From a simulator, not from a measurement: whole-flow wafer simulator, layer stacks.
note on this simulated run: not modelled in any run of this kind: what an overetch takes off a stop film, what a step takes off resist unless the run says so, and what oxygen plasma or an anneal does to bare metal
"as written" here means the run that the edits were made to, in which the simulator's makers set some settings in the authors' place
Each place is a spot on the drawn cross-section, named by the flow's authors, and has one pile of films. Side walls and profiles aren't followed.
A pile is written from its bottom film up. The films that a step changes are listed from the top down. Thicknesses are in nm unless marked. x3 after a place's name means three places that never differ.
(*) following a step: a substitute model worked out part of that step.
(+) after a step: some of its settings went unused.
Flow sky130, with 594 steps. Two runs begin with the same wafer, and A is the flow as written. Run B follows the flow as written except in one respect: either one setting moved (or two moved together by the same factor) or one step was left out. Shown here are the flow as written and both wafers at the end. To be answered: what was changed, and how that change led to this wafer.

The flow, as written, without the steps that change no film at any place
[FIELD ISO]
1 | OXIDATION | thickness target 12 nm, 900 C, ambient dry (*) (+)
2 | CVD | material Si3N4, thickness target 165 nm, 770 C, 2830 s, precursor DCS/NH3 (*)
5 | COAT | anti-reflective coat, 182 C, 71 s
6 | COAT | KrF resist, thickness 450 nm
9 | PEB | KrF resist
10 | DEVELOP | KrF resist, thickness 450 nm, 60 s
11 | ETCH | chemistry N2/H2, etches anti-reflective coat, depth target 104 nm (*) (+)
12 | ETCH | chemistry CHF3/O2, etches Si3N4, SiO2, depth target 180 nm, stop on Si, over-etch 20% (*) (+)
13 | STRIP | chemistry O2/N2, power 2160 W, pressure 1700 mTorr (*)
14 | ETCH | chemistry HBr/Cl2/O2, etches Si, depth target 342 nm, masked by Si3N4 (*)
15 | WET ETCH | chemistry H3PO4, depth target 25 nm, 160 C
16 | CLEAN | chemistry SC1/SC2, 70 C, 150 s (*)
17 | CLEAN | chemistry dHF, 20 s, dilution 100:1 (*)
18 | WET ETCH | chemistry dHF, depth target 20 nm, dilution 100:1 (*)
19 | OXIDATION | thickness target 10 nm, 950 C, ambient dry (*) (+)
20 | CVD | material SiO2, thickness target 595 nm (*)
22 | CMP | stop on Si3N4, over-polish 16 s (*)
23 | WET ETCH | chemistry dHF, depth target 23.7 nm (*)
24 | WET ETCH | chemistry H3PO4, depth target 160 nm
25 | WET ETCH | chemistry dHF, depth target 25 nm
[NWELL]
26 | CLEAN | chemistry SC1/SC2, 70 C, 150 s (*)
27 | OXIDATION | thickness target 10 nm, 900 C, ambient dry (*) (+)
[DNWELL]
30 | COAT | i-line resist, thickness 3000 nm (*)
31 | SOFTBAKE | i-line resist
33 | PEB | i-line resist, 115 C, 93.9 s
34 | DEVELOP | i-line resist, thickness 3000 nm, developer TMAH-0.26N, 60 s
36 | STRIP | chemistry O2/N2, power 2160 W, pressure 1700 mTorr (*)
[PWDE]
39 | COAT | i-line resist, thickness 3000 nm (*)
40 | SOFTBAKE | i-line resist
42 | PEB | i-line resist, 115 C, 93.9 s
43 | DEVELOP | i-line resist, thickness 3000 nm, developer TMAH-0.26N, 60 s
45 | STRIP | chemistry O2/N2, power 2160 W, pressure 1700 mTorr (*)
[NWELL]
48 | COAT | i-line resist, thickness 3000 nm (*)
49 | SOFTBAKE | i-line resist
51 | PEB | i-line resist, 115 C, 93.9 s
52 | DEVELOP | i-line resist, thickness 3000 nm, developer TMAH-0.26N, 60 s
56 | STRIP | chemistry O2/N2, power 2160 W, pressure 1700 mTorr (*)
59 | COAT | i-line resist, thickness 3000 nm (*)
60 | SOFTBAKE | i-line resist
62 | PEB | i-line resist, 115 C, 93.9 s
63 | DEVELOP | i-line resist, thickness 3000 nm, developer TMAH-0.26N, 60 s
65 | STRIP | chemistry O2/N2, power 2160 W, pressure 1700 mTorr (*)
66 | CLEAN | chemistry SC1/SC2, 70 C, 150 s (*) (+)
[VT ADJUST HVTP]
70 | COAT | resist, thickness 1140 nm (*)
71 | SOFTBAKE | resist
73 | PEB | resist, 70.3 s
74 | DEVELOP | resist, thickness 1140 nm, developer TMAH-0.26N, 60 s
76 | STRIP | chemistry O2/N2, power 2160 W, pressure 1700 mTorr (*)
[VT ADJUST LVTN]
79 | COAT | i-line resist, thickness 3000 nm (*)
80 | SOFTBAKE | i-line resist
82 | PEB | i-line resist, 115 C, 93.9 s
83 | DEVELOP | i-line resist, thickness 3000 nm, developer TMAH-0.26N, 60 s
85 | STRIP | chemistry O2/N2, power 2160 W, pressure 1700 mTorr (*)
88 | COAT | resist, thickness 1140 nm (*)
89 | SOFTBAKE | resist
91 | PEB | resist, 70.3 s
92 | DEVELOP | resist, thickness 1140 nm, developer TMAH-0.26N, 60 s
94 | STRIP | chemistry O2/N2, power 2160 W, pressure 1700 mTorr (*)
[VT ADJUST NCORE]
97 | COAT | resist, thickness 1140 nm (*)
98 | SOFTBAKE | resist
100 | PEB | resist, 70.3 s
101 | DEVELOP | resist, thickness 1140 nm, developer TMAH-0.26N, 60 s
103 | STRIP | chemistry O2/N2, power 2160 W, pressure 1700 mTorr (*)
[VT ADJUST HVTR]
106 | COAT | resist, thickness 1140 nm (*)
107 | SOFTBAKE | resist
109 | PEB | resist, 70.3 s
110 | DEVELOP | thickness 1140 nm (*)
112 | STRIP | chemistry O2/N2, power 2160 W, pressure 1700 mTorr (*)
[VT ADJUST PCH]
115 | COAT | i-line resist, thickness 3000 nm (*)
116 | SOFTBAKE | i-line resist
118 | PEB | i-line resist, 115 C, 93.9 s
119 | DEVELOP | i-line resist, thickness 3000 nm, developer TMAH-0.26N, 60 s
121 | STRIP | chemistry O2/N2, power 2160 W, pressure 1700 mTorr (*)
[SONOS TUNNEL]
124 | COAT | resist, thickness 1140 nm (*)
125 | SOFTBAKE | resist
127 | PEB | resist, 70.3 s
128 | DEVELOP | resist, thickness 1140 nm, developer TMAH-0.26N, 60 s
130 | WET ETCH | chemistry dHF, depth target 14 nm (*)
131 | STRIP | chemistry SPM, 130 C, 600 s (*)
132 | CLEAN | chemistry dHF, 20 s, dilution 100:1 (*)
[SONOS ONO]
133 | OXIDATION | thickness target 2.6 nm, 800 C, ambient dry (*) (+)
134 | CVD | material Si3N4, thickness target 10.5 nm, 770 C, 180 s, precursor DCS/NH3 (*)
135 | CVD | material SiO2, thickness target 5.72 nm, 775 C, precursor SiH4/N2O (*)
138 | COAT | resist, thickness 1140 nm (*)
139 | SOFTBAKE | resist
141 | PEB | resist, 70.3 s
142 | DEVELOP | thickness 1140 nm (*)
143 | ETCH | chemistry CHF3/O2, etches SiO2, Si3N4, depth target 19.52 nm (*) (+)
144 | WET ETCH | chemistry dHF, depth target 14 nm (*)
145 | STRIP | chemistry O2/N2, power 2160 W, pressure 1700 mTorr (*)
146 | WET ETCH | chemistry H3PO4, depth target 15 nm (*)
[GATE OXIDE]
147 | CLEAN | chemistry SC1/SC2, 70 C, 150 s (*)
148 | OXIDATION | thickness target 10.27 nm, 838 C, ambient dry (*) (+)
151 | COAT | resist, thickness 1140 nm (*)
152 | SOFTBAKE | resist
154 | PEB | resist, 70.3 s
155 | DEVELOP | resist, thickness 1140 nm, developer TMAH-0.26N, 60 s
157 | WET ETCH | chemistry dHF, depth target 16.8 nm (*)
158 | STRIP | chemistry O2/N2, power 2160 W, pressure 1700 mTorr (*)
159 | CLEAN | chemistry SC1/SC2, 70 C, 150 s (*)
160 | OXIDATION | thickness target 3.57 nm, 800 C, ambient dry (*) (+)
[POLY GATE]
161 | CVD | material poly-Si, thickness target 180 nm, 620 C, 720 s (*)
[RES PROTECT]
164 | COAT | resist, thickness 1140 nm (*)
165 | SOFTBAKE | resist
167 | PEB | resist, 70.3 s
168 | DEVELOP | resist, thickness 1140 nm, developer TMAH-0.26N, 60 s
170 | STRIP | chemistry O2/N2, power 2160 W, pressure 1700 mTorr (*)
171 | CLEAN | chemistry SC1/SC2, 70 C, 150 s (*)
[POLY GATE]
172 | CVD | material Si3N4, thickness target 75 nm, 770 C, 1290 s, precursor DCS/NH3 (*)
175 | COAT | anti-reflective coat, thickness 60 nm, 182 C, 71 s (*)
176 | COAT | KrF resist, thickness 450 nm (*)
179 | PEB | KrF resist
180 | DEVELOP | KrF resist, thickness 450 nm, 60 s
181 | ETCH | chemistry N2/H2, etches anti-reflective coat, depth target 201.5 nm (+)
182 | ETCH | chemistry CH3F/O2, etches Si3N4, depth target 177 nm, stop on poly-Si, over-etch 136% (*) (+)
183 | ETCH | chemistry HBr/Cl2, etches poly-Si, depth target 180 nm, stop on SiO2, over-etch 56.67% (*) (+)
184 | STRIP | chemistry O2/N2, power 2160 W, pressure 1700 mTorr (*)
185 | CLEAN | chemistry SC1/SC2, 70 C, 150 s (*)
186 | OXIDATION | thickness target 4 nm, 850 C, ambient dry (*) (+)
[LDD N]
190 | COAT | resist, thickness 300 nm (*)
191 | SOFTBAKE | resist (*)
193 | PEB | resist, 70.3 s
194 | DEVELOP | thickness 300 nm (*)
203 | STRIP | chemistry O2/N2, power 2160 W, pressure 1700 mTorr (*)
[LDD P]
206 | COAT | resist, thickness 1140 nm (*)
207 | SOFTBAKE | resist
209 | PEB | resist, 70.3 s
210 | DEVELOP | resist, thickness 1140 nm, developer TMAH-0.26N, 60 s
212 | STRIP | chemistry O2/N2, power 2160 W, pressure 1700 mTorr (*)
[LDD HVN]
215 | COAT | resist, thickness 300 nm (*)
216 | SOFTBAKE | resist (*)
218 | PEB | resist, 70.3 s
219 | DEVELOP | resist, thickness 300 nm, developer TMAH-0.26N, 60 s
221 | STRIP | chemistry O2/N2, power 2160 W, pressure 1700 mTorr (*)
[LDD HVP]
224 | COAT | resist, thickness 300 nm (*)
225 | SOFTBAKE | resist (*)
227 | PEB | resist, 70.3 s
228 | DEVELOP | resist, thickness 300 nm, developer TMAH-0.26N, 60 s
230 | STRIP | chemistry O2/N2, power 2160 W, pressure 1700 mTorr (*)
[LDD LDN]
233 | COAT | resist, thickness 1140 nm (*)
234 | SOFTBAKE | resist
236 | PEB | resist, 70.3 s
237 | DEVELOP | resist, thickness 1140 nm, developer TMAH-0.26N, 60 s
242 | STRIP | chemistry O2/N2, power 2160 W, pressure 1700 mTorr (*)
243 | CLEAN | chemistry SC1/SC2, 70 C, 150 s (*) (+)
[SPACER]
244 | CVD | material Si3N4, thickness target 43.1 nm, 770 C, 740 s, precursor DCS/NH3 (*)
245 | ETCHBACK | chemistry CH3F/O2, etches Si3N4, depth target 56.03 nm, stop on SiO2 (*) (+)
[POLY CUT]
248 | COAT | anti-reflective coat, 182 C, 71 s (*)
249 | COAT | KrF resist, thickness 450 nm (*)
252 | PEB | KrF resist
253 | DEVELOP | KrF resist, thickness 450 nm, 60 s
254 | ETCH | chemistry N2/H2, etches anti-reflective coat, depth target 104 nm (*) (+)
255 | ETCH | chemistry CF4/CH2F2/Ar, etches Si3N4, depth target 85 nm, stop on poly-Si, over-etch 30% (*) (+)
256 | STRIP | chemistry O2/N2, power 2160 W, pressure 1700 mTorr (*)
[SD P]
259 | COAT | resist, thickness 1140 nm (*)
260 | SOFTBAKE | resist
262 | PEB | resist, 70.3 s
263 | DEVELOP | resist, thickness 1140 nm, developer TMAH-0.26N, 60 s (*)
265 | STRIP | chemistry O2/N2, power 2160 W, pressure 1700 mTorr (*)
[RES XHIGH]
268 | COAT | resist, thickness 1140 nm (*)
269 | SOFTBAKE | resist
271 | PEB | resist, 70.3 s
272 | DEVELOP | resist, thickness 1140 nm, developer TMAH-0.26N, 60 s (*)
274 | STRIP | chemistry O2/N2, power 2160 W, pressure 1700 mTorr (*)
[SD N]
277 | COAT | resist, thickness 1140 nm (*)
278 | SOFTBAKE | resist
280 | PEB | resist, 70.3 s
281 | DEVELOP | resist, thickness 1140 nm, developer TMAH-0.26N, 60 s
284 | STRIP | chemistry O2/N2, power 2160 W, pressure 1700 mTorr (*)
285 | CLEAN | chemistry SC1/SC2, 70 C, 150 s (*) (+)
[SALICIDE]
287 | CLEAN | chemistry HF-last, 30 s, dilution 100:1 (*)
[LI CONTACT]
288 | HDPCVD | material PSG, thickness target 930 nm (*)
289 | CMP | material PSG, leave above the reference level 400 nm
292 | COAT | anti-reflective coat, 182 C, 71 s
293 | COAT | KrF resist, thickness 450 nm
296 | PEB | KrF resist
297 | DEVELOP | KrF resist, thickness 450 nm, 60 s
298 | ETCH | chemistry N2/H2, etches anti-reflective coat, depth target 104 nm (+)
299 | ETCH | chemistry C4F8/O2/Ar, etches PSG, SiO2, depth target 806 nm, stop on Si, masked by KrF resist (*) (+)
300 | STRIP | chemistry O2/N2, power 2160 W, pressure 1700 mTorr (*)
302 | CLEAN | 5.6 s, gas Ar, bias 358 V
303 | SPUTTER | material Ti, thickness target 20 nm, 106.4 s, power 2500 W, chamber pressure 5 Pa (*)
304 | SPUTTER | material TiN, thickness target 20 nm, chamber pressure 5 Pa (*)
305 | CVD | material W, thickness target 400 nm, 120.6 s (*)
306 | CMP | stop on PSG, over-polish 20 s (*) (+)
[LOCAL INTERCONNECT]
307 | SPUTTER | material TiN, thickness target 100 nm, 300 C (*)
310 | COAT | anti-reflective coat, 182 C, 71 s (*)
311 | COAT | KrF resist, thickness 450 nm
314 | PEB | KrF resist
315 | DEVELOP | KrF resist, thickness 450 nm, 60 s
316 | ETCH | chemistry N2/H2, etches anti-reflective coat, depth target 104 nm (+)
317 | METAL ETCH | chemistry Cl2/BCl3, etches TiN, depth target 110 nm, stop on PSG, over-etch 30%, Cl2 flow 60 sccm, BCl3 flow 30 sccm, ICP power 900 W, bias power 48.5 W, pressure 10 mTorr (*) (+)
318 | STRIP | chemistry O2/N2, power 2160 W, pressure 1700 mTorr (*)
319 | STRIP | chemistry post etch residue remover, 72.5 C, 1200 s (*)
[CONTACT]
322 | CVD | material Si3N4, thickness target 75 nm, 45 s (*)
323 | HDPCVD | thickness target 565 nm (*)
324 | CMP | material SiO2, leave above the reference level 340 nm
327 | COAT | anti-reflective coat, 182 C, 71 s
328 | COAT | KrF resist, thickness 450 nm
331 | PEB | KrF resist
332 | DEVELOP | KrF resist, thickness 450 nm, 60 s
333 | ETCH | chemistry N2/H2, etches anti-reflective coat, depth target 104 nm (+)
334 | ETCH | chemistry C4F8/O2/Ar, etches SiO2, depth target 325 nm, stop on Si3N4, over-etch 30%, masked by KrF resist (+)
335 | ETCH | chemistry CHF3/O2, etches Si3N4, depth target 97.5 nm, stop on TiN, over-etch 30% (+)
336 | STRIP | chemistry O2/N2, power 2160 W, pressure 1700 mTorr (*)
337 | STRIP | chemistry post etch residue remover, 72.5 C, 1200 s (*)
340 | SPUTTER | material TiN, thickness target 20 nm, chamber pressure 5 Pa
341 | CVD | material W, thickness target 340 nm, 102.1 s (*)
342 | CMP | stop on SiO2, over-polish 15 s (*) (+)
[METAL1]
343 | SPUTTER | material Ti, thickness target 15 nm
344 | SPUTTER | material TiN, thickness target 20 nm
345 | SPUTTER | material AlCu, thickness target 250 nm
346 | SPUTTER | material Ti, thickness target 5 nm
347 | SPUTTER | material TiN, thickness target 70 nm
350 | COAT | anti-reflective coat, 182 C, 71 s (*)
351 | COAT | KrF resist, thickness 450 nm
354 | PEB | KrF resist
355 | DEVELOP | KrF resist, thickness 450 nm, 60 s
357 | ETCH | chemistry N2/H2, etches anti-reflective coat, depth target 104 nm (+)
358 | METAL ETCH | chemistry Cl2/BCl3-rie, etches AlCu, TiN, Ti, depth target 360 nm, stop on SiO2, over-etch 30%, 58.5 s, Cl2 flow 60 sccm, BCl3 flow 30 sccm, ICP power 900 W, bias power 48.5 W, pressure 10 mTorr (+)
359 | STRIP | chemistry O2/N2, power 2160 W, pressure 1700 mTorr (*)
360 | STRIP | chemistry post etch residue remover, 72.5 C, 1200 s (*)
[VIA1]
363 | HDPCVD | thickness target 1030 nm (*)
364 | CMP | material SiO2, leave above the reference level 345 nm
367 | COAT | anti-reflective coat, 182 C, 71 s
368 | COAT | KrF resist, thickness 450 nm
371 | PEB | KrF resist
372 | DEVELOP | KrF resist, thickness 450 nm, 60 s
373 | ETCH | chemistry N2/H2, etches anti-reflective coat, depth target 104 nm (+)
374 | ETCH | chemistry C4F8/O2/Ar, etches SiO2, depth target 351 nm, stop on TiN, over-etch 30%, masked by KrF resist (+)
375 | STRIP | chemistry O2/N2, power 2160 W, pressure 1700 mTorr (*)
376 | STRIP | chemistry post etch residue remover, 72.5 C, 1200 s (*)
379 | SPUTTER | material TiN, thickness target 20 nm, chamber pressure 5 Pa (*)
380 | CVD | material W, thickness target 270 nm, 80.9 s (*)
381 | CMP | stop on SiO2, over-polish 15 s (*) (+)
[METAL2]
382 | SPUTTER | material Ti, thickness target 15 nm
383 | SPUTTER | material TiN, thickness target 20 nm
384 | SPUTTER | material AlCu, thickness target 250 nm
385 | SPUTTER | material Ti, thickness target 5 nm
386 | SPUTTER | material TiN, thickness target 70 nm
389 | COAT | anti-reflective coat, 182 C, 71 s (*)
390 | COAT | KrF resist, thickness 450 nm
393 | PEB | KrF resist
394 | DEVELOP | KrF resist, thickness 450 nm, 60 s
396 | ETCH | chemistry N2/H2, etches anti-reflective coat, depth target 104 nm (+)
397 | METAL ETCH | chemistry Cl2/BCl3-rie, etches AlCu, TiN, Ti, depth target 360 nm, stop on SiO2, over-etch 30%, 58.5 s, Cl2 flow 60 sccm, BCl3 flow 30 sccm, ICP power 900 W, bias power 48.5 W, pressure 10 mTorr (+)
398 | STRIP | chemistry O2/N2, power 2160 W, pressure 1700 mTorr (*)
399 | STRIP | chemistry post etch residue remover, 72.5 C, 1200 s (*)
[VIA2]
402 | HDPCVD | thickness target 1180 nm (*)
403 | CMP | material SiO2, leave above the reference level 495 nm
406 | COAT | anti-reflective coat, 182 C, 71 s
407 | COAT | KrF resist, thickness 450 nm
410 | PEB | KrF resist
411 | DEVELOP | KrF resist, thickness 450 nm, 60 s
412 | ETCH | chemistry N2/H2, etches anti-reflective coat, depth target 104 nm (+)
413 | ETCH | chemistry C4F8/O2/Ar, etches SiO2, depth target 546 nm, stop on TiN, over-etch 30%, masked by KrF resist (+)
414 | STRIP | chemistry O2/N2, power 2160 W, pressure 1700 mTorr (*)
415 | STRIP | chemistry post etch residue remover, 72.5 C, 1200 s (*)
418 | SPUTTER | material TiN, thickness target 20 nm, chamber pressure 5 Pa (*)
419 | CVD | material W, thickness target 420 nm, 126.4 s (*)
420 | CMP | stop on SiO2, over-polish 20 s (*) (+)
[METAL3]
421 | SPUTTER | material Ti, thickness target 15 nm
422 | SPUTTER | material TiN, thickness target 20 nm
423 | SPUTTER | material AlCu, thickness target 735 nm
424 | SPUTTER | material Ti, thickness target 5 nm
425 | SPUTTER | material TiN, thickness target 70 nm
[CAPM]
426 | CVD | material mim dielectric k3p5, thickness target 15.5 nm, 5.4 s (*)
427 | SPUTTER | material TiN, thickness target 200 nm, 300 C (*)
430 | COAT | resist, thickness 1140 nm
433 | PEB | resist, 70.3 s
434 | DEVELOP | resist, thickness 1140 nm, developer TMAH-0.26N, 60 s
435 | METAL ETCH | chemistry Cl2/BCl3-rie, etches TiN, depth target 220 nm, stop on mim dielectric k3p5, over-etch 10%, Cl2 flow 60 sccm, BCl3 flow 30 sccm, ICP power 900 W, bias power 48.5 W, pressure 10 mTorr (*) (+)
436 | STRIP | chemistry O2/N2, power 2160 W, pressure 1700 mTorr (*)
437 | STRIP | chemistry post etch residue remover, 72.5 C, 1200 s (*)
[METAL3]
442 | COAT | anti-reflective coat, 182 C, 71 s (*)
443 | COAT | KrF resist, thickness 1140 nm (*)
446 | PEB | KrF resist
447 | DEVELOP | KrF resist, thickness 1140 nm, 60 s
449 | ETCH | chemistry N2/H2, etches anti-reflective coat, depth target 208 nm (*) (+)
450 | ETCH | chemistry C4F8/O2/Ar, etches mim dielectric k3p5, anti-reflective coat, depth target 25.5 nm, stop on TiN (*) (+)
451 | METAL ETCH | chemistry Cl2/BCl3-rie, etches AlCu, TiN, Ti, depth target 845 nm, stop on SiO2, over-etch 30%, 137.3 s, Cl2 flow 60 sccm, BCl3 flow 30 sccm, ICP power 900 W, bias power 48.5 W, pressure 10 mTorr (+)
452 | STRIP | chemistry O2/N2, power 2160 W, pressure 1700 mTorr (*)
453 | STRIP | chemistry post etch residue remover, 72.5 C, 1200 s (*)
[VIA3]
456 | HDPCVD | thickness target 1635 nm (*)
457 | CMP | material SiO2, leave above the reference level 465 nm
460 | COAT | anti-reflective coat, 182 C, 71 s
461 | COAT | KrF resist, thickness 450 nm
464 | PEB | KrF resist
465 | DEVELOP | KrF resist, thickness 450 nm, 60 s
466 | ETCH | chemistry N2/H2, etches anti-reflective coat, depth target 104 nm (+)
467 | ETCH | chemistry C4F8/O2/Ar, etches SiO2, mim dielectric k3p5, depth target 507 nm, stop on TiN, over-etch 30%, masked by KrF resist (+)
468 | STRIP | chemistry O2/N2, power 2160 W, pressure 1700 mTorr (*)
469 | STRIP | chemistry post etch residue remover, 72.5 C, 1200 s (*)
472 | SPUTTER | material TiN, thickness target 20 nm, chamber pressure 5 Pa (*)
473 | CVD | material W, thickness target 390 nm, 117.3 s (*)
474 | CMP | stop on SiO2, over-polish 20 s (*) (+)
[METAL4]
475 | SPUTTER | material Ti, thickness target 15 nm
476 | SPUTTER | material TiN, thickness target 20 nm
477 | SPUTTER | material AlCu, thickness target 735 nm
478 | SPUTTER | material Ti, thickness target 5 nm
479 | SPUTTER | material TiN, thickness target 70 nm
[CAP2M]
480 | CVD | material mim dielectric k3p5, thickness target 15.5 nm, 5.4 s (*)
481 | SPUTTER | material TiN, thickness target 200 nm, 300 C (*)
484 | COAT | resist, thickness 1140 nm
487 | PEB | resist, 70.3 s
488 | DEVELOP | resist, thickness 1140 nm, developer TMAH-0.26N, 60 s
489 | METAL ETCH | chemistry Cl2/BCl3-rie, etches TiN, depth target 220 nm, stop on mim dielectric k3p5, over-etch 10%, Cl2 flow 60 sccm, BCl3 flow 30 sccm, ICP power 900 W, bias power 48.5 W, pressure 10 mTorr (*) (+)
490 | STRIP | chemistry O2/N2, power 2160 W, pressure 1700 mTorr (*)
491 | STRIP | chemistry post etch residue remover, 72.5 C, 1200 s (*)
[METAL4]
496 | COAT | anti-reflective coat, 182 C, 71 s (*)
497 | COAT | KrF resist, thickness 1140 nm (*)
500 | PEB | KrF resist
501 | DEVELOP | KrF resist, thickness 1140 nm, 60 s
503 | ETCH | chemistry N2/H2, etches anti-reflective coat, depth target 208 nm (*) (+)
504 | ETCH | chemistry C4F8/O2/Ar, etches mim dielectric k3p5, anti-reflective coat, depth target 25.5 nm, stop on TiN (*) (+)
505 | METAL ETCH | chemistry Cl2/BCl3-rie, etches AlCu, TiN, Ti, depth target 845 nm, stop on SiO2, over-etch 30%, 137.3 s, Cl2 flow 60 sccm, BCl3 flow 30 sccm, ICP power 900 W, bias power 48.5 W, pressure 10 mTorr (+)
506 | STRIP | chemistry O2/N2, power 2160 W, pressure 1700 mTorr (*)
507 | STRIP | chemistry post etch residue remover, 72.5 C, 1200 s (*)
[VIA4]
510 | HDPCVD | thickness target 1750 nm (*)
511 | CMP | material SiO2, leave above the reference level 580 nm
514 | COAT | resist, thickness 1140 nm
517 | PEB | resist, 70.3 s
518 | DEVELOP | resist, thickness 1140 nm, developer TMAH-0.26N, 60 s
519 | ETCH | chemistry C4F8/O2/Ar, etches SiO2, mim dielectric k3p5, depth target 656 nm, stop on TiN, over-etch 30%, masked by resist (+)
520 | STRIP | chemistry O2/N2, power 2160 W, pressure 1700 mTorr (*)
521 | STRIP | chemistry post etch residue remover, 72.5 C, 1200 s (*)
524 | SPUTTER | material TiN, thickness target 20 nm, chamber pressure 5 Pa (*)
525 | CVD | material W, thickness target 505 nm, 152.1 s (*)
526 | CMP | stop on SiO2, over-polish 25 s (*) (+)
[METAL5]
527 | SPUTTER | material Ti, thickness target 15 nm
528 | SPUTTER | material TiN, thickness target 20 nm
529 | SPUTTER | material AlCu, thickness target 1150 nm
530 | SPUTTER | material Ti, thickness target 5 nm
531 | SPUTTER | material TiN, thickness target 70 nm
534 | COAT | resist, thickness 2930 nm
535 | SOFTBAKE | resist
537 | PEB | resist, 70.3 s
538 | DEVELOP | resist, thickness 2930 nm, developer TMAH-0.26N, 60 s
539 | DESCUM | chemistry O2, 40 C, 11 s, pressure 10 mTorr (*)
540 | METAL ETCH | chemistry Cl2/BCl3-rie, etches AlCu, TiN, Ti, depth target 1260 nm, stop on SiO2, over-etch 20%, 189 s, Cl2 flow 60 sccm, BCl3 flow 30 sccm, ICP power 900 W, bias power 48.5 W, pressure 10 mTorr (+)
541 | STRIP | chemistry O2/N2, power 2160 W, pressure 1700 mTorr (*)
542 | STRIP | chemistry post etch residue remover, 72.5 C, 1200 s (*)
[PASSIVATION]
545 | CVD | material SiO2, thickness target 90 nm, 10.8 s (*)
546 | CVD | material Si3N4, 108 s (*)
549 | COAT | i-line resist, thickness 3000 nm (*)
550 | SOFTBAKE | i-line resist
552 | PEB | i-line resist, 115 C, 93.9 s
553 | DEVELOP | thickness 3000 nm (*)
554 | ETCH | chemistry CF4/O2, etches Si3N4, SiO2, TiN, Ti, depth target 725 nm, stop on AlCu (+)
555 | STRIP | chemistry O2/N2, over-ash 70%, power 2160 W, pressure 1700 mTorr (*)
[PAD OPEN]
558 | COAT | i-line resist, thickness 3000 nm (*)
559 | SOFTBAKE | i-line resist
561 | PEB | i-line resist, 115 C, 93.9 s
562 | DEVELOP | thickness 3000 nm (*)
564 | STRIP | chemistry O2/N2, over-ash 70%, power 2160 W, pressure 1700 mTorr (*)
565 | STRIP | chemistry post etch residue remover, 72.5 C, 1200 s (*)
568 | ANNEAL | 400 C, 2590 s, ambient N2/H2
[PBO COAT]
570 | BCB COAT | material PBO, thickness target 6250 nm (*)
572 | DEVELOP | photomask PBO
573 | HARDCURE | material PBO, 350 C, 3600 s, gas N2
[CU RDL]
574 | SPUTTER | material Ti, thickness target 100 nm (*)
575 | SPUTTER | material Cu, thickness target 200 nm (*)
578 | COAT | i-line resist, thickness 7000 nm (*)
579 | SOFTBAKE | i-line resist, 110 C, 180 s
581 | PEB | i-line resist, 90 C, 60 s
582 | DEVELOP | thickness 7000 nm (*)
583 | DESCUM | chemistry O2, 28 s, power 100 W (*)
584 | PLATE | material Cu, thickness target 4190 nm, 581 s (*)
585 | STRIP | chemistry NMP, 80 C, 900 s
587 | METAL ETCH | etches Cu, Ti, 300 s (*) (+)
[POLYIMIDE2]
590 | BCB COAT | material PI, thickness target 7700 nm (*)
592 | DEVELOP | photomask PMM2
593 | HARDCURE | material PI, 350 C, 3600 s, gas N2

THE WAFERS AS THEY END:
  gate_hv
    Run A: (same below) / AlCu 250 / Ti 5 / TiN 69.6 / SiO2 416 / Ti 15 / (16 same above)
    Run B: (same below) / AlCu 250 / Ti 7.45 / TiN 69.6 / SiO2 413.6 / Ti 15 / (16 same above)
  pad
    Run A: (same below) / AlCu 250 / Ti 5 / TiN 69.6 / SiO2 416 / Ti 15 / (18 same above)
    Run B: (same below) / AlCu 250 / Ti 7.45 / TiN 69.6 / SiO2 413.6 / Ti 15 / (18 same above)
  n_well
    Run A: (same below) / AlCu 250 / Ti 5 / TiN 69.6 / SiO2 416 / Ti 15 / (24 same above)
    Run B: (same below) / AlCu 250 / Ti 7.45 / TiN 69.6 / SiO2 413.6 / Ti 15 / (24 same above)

The reason: step 385, SPUTTER: thickness target 7.45 nm was run, though the flow has thickness target 5 nm.
The wafer lets one read it off: gate_hv has Ti 7.45, and step 385 as written asks for 5 nm.

The path from the change to this, step by step:
  385 | SPUTTER | material Ti, thickness target 5 nm
      field, active, n_well and 188 more: A +5 Ti (new film) | B +7.45 Ti (new film)
  397 | METAL ETCH | chemistry Cl2/BCl3-rie, etches AlCu, TiN, Ti, depth target 360 nm, stop on SiO2, over-etch 30%, 58.5 s, Cl2 flow 60 sccm, BCl3 flow 30 sccm, ICP power 900 W, bias power 48.5 W, pressure 10 mTorr (+)
      field, active, gate and 82 more: A -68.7 TiN (all of it), -5 Ti (all of it), -250 AlCu (all of it), -20 TiN (all of it), -15 Ti (all of it), -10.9 SiO2 | B -68.7 TiN (all of it), -7.45 Ti (all of it), -250 AlCu (all of it), -20 TiN (all of it), -15 Ti (all of it), -10.7 SiO2
